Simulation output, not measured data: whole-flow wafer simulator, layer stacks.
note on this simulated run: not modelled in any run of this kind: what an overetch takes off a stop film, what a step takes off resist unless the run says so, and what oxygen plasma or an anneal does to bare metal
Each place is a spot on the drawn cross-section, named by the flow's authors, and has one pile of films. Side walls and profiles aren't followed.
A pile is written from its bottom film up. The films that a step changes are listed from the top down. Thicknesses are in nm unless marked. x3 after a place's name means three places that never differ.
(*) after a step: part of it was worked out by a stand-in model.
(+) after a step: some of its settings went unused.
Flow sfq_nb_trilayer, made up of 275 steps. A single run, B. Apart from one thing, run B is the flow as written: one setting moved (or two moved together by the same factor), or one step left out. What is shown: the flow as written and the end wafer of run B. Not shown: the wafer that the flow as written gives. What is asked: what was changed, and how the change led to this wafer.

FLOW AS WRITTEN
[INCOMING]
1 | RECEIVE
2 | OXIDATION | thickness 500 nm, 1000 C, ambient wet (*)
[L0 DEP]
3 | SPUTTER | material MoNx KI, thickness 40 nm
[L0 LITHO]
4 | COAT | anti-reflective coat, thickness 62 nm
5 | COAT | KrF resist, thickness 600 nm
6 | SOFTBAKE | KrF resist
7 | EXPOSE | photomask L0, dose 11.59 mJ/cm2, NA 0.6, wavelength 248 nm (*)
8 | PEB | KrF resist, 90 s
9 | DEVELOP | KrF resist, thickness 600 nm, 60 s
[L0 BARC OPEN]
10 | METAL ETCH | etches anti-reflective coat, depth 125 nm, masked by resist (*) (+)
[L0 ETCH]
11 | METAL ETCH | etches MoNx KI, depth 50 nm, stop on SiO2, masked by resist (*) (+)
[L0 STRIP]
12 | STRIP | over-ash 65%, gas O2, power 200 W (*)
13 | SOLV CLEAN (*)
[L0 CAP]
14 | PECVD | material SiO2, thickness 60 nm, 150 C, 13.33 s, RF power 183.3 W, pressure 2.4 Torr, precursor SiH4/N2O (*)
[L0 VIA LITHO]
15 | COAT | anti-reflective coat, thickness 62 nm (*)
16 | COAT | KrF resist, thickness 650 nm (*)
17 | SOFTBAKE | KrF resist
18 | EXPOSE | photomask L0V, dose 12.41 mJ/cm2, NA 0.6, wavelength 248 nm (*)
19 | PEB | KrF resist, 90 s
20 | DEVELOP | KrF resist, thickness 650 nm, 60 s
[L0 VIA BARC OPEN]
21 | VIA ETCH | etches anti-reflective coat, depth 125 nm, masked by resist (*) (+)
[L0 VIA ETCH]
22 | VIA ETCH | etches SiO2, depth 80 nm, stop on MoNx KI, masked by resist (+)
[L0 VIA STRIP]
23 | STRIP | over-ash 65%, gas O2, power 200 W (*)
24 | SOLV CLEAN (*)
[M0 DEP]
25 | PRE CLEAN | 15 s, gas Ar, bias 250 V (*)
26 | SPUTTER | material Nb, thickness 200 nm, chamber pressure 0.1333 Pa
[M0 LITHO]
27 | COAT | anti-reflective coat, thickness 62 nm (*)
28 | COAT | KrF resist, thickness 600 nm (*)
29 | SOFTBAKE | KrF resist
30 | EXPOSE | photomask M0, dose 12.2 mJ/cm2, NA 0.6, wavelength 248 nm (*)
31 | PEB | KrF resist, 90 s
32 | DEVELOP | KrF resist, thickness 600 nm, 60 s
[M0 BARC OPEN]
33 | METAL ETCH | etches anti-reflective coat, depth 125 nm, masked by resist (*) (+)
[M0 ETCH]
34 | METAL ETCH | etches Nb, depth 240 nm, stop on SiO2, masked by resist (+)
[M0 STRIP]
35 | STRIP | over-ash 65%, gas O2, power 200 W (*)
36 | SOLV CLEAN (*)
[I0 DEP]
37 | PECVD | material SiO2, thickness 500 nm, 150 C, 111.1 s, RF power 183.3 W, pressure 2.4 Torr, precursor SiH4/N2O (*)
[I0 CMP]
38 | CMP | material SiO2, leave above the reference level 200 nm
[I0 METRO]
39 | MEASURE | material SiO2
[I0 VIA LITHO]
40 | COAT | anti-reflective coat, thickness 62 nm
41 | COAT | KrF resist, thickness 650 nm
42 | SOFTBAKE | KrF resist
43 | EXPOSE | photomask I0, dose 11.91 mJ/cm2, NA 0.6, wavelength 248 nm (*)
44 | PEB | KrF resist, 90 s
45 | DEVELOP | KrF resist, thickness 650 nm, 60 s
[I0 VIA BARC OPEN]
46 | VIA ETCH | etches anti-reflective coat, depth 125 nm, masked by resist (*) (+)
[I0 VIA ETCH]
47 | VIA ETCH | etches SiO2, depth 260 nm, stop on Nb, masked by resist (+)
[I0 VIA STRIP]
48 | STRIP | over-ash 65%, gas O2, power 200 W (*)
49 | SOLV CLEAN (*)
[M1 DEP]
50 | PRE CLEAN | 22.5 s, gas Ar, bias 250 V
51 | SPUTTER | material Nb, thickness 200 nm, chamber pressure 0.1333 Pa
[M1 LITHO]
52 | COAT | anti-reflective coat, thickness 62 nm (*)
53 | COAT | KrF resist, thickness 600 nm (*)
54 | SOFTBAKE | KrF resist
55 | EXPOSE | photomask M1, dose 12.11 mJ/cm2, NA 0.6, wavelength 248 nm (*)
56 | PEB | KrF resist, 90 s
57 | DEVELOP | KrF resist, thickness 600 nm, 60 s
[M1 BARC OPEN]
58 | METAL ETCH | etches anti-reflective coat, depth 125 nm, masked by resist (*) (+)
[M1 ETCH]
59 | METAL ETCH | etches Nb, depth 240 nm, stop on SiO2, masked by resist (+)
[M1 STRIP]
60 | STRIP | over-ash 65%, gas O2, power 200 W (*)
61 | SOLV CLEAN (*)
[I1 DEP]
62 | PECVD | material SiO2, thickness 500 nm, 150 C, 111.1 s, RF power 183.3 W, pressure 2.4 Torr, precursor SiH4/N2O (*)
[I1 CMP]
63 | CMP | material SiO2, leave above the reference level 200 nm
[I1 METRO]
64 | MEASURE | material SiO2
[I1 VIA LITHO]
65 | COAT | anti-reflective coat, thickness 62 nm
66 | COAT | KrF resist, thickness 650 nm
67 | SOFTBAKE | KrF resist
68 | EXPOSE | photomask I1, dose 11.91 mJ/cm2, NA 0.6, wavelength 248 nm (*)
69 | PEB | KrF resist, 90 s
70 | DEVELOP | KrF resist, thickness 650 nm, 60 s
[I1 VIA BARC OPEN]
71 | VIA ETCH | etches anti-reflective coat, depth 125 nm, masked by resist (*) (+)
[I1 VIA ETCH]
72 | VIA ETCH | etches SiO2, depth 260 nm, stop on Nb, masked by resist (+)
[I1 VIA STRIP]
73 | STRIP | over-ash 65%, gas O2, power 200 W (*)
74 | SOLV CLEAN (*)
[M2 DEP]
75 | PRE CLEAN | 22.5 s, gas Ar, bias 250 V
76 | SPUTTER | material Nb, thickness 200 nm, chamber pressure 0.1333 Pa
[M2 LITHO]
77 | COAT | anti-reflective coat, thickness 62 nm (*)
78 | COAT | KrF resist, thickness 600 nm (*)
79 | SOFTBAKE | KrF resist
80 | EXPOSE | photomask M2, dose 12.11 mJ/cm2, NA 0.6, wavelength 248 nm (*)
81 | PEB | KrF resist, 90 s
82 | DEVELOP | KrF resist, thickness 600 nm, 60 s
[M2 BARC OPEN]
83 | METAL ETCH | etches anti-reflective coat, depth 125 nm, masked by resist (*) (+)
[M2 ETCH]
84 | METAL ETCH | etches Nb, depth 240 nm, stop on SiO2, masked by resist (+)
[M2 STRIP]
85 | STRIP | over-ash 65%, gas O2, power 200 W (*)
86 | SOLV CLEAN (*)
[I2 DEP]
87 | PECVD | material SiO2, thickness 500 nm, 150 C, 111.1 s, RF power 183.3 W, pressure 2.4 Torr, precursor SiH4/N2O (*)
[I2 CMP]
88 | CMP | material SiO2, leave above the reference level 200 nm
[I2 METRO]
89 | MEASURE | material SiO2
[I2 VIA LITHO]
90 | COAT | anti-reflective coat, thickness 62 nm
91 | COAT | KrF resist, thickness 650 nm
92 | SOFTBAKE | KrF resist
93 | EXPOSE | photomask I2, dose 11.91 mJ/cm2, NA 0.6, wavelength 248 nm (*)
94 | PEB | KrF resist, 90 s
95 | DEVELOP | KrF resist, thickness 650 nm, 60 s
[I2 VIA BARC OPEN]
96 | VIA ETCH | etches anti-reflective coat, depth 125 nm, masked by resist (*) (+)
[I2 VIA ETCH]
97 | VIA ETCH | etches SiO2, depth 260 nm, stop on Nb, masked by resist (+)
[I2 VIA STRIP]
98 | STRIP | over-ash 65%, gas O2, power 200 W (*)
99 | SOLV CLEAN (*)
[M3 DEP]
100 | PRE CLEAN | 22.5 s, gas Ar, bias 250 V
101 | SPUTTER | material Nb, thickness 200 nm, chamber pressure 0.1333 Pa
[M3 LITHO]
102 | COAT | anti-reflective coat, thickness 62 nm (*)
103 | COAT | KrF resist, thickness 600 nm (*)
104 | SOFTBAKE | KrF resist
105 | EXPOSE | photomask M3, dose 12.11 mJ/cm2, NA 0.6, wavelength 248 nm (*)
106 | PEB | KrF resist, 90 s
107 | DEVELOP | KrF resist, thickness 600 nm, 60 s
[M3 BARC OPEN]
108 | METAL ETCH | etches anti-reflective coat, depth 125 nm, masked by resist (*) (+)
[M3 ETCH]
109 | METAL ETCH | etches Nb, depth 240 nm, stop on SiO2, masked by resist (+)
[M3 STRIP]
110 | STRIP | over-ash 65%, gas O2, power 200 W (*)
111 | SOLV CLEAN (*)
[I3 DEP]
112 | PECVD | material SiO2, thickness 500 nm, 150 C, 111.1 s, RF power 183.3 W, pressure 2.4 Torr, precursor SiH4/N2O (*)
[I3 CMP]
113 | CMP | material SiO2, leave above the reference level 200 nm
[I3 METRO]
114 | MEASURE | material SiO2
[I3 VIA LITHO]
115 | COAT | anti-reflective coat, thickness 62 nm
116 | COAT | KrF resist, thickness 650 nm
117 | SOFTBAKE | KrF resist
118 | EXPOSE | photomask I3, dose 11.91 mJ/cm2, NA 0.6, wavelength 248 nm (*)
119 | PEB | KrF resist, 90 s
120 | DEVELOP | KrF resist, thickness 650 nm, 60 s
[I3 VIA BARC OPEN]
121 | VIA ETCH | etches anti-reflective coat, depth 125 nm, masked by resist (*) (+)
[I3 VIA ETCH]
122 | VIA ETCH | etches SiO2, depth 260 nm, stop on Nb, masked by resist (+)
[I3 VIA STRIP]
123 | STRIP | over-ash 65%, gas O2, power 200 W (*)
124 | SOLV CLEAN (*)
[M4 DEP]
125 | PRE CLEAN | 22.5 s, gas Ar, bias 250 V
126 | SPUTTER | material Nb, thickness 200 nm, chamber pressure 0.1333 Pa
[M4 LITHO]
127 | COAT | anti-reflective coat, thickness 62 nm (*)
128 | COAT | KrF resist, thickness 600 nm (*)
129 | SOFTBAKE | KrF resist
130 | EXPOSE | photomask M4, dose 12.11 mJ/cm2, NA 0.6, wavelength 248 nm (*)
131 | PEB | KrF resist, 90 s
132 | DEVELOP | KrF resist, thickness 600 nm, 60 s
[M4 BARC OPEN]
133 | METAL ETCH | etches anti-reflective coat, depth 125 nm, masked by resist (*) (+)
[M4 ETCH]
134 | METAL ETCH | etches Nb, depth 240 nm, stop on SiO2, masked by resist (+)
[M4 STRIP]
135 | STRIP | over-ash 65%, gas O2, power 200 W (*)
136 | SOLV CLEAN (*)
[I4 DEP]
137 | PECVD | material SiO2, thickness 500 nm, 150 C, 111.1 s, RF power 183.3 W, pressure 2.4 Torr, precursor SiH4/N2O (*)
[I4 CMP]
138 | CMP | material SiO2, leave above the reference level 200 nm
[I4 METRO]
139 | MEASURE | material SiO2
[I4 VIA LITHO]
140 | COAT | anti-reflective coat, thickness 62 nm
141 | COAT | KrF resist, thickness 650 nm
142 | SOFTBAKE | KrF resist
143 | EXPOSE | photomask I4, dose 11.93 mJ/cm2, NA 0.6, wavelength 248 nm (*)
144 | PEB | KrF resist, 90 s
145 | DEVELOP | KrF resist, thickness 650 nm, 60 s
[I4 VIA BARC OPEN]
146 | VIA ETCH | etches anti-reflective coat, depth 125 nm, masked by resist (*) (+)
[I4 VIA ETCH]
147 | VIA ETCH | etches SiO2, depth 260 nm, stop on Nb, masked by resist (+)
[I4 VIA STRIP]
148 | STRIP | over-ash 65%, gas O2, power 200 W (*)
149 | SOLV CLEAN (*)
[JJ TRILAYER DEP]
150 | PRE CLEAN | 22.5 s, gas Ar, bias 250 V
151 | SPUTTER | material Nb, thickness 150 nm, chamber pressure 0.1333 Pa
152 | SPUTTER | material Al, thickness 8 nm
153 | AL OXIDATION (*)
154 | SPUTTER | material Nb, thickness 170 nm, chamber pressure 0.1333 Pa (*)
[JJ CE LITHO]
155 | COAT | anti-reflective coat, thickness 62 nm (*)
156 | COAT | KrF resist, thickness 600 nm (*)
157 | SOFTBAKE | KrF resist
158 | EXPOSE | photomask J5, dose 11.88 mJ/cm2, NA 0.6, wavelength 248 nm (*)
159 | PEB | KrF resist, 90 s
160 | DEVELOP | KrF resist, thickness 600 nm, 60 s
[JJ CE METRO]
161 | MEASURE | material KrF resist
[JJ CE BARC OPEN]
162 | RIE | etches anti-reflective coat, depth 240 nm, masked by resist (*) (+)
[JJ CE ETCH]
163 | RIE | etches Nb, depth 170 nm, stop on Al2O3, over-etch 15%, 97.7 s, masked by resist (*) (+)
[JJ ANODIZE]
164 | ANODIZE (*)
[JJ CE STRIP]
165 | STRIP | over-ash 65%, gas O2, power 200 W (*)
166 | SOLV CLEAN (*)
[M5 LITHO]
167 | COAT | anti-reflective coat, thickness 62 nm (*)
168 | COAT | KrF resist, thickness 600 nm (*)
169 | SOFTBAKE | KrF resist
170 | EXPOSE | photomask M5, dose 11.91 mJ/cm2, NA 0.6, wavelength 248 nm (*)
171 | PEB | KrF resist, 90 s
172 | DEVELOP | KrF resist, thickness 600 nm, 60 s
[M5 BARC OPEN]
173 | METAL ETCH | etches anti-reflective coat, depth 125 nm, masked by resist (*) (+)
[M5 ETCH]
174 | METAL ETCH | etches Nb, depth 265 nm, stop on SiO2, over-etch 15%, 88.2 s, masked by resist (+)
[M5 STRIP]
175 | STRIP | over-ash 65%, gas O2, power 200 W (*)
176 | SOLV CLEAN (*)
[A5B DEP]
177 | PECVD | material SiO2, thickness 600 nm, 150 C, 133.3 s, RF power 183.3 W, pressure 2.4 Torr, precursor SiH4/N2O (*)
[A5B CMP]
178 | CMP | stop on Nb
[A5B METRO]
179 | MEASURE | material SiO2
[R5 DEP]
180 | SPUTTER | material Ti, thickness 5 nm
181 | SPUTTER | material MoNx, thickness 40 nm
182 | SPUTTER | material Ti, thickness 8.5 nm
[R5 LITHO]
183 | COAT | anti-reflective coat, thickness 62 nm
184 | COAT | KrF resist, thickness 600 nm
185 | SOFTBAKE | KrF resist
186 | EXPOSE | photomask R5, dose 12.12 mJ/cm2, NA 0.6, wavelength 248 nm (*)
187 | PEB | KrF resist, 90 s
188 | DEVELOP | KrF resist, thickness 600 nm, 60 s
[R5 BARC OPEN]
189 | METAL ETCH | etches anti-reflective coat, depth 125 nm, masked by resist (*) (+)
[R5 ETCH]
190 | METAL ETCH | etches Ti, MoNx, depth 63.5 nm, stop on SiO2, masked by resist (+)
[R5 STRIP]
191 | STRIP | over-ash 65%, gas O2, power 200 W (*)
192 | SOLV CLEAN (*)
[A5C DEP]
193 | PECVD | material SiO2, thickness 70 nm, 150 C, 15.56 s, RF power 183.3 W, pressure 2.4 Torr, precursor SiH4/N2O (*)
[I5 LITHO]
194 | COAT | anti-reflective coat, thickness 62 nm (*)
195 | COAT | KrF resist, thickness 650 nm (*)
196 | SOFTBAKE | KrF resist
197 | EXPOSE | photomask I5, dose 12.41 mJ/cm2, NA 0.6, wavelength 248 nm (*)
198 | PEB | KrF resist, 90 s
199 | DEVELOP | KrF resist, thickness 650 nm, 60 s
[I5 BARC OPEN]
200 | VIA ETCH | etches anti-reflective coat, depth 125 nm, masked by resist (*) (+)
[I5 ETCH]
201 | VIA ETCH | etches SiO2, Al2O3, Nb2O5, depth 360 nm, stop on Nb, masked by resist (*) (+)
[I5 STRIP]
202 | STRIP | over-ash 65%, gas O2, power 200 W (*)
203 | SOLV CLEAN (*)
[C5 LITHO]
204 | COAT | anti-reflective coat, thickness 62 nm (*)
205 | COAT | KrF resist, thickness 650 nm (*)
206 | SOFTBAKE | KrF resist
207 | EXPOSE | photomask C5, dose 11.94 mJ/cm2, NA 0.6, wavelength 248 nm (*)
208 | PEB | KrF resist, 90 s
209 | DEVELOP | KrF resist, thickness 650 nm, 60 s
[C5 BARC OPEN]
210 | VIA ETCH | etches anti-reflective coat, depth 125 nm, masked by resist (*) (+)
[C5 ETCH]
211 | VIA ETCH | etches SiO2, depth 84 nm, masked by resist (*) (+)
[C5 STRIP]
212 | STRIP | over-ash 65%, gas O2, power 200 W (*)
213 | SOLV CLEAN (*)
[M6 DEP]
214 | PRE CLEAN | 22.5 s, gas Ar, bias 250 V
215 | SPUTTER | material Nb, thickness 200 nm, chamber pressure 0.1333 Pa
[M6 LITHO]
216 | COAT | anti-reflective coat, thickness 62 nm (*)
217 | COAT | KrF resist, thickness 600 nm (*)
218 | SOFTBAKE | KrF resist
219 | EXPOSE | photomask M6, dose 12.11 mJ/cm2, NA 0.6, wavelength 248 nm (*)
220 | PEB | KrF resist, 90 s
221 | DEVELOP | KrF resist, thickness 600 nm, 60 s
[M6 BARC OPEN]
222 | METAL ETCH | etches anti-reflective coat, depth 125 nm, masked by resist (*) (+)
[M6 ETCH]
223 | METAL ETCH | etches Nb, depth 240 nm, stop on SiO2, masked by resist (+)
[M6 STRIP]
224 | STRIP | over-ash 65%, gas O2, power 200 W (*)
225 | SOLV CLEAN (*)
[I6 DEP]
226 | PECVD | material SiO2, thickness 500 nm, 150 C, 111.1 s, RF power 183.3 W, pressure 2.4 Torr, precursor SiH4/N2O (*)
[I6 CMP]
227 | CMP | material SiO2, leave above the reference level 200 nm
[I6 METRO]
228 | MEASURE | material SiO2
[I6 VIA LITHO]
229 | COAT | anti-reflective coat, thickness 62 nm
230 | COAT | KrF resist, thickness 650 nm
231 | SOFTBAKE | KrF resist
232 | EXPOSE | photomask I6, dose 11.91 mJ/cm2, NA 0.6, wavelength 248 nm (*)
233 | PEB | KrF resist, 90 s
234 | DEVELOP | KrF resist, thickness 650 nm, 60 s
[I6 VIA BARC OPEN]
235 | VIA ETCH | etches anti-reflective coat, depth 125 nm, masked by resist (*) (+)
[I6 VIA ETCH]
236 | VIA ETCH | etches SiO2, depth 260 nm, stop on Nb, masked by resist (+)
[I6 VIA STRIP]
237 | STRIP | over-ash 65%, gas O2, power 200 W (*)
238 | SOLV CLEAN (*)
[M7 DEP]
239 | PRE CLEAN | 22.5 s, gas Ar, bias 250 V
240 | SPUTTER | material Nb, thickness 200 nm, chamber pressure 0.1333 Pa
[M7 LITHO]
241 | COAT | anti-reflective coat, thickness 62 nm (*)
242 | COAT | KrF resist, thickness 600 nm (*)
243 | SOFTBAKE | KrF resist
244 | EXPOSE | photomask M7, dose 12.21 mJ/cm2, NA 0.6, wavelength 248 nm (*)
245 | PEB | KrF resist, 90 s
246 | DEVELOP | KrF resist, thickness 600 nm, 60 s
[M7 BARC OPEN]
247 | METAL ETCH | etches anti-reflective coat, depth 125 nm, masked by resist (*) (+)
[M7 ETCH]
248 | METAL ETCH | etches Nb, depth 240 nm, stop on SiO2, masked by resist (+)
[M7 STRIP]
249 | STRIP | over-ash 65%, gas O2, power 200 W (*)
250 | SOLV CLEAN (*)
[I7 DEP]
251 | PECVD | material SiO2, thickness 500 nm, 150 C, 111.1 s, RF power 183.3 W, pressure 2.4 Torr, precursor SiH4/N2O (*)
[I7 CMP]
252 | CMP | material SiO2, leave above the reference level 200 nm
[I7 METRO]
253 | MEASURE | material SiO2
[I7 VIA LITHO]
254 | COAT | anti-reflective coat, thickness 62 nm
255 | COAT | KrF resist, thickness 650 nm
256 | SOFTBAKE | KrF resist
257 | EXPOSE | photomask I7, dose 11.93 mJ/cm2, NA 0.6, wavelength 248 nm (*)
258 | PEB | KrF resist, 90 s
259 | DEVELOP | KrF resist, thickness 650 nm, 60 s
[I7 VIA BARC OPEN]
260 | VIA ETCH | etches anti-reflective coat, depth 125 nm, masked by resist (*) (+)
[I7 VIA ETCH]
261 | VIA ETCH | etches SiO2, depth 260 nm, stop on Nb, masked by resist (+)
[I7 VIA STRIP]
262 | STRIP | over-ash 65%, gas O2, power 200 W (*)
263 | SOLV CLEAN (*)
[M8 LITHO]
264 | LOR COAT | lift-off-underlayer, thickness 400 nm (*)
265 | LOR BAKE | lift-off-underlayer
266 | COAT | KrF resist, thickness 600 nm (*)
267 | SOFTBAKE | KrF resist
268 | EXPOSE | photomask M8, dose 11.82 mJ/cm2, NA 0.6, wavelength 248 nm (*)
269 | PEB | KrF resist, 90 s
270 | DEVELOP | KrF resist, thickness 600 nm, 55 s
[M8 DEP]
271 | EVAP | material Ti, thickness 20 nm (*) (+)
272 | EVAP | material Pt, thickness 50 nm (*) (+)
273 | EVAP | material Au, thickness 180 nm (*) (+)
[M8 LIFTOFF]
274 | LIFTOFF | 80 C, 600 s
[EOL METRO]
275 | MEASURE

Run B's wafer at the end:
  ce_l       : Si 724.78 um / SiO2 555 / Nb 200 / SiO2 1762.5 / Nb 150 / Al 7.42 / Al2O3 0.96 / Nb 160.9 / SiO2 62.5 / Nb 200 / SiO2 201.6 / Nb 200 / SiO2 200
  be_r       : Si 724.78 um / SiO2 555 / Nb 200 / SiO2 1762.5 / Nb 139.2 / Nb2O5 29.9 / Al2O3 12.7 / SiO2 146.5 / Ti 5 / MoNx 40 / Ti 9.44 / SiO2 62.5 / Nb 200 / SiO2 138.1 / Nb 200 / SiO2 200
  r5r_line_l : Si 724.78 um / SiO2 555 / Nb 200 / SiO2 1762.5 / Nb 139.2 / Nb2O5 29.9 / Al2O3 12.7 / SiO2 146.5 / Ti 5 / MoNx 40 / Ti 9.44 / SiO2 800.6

Cause: step 182, SPUTTER: thickness 9.44 nm was run, whereas the flow has thickness 8.5 nm.
The wafer lets one read it off: be_r has Ti 9.44, and step 182 as written asks for 8.5 nm.

The path from the change to this, step by step:
  182 | SPUTTER | material Ti, thickness 8.5 nm
      field_l, v_sur, via_wl and 103 more: +9.44 Ti (new film) (in the flow as written it would be: +8.5 Ti (new film))
  190 | METAL ETCH | etches Ti, MoNx, depth 63.5 nm, stop on SiO2, masked by resist (+)
      field_l, v_sur, via_wl and 92 more: -9.44 Ti (all of it), -40 MoNx (all of it), -5 Ti (all of it) (in the flow as written it would be: -8.5 Ti (all of it), -40 MoNx (all of it), -5 Ti (all of it))
      ce_l, c5j, ce_r, wl_jj: -9.44 Ti (all of it), -40 MoNx (all of it), -5 Ti (all of it), -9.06 Nb (in the flow as written it would be: -8.5 Ti (all of it), -40 MoNx (all of it), -5 Ti (all of it), -10 Nb)
